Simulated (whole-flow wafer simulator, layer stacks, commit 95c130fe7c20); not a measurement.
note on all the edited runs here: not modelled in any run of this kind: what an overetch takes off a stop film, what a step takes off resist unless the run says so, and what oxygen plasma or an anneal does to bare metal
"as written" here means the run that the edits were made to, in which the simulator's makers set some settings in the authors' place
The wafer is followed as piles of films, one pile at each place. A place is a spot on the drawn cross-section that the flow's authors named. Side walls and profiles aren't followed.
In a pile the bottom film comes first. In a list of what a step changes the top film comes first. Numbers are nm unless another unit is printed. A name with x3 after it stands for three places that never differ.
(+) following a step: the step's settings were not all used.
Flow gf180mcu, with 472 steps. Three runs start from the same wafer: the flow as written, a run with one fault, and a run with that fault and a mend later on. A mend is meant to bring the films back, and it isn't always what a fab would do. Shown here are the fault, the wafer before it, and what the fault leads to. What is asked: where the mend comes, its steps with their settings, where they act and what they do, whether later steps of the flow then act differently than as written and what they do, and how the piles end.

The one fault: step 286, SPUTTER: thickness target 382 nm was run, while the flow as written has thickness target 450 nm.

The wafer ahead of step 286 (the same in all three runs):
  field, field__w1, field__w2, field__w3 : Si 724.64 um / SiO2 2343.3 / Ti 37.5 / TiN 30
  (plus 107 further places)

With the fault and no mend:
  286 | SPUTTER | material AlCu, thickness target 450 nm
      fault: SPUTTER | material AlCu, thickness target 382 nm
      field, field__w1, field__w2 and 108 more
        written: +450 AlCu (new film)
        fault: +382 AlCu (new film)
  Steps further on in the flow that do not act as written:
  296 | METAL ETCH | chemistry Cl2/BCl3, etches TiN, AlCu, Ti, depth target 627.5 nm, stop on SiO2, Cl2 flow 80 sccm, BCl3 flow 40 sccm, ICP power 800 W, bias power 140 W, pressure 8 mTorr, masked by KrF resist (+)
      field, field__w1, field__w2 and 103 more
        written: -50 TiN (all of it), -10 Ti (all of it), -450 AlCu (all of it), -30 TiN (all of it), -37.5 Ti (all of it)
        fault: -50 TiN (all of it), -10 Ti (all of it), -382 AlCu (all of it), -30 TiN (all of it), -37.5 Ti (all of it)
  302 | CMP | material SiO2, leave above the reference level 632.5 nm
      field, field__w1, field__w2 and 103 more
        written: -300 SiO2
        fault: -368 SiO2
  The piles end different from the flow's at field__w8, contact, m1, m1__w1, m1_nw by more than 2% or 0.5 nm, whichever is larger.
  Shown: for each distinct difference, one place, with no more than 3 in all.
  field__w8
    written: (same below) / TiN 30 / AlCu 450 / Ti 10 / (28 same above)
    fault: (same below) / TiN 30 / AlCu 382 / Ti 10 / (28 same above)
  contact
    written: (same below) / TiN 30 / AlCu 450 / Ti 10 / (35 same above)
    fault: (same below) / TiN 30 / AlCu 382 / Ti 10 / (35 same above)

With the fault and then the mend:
  After step 286 comes the mend.
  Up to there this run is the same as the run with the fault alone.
  286a | SPUTTER | material AlCu, thickness target 68 nm (a further turn of the flow's step 286, with different settings)
      field, field__w1, field__w2 and 108 more
        +68 AlCu
  Later steps of the flow that are run all act as written at every place that is followed.
  At every place that both follow, the piles at the end match the flow's.
